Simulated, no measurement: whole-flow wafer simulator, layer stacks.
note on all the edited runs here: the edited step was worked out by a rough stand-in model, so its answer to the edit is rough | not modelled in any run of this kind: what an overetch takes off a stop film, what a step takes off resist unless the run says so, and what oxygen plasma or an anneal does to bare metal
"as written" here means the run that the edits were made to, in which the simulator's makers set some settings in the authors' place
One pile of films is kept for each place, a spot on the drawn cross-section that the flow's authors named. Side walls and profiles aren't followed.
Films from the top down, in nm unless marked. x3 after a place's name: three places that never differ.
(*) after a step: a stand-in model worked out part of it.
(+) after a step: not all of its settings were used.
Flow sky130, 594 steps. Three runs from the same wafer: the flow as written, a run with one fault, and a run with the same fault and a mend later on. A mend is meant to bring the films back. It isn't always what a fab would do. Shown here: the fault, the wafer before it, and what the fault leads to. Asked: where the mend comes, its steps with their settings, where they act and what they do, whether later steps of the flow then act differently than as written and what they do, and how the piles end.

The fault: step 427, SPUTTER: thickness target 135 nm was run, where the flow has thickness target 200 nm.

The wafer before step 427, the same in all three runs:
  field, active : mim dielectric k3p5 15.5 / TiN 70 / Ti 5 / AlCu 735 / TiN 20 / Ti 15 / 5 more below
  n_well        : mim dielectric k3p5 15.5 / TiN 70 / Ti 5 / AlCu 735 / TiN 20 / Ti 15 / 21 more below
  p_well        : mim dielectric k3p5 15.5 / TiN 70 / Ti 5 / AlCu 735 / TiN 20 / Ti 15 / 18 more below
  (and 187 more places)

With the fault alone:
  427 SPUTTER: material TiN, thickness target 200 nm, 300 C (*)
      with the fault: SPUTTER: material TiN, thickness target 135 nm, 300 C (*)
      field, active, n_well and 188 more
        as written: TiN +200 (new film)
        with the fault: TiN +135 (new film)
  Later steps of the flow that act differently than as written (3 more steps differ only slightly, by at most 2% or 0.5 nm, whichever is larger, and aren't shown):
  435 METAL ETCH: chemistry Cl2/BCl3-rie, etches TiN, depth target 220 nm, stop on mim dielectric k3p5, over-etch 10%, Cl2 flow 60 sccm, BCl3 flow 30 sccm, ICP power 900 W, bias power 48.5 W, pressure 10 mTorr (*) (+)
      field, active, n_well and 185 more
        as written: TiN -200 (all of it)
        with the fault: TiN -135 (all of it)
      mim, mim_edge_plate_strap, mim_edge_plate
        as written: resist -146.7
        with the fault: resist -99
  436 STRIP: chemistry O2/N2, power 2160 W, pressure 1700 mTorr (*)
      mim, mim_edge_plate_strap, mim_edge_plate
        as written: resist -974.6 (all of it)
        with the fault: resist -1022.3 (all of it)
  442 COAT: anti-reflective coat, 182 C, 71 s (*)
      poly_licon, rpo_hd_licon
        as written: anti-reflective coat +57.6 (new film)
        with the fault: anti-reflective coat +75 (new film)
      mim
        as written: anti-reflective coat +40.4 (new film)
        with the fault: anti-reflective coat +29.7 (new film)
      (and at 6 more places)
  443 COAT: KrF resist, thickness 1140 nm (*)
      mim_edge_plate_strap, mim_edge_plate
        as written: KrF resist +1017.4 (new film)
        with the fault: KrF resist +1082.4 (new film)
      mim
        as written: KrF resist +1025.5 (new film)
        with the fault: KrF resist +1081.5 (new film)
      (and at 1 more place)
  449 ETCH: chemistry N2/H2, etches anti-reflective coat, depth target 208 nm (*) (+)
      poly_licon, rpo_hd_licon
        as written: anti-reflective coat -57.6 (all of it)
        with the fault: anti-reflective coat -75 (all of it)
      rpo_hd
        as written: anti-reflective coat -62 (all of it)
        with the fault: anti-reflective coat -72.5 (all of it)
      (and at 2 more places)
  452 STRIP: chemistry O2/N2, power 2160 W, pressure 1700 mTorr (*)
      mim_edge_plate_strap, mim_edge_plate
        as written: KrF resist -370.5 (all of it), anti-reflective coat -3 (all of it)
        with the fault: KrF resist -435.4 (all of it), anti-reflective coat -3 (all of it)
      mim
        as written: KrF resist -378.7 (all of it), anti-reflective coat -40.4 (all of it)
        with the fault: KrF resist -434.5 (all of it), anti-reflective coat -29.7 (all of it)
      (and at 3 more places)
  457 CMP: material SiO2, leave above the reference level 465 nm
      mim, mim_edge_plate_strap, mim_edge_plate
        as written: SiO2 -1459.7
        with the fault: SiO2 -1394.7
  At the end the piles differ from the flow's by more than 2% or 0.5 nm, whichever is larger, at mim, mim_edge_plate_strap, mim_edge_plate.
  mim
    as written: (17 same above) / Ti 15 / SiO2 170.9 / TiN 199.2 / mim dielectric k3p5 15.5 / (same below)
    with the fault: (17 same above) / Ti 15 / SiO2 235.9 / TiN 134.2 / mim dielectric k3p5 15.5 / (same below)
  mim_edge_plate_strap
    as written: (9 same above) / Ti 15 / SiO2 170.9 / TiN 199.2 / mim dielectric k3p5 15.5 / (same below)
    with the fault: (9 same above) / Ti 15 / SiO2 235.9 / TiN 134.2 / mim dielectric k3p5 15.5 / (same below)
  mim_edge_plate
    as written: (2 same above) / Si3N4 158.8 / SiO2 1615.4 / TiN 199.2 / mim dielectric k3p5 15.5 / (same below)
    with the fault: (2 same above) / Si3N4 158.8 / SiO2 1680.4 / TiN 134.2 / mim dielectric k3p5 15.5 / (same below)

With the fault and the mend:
  The mend comes after step 434.
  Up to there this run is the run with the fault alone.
  434a STRIP: chemistry O2/N2, power 2160 W, pressure 1700 mTorr (*)
      mim, mim_edge_plate_strap, mim_edge_plate
        resist -1121.3 (all of it)
  434b SPUTTER: material TiN, thickness target 65 nm, 300 C (*) (the flow's step 427 once more, with other settings)
      field, active, n_well and 188 more
        TiN +65
  434c HMDS: 120 C, 60 s (the flow's step 429 once more)
      changes no film at any place that is followed
  434d COAT: resist, thickness 1140 nm (the flow's step 430 once more)
      field, active, n_well and 186 more
        resist +1140 (new film)
      m1, via2_hole
        resist +1140.6 (new film)
  434e SOFTBAKE: resist (the flow's step 431 once more)
      changes no film at any place that is followed
  434f EXPOSE: photomask CAPM, dose 177.7 mJ/cm2, NA 0.6, wavelength 365 nm (*) (the flow's step 432 once more)
      changes no film at any place that is followed
  434g PEB: resist, 70.3 s (the flow's step 433 once more)
      field, active, n_well and 188 more
        resist -18.7
  434h DEVELOP: resist, thickness 1140 nm, developer TMAH-0.26N, 60 s (the flow's step 434 once more)
      field, active, n_well and 183 more
        resist -1121.3 (all of it)
      m1, via2_hole
        resist -1121.9 (all of it)
  No later step of the flow acts differently than as written at any place that is followed.
  At the end the piles are the same as the flow's at every place that both follow.
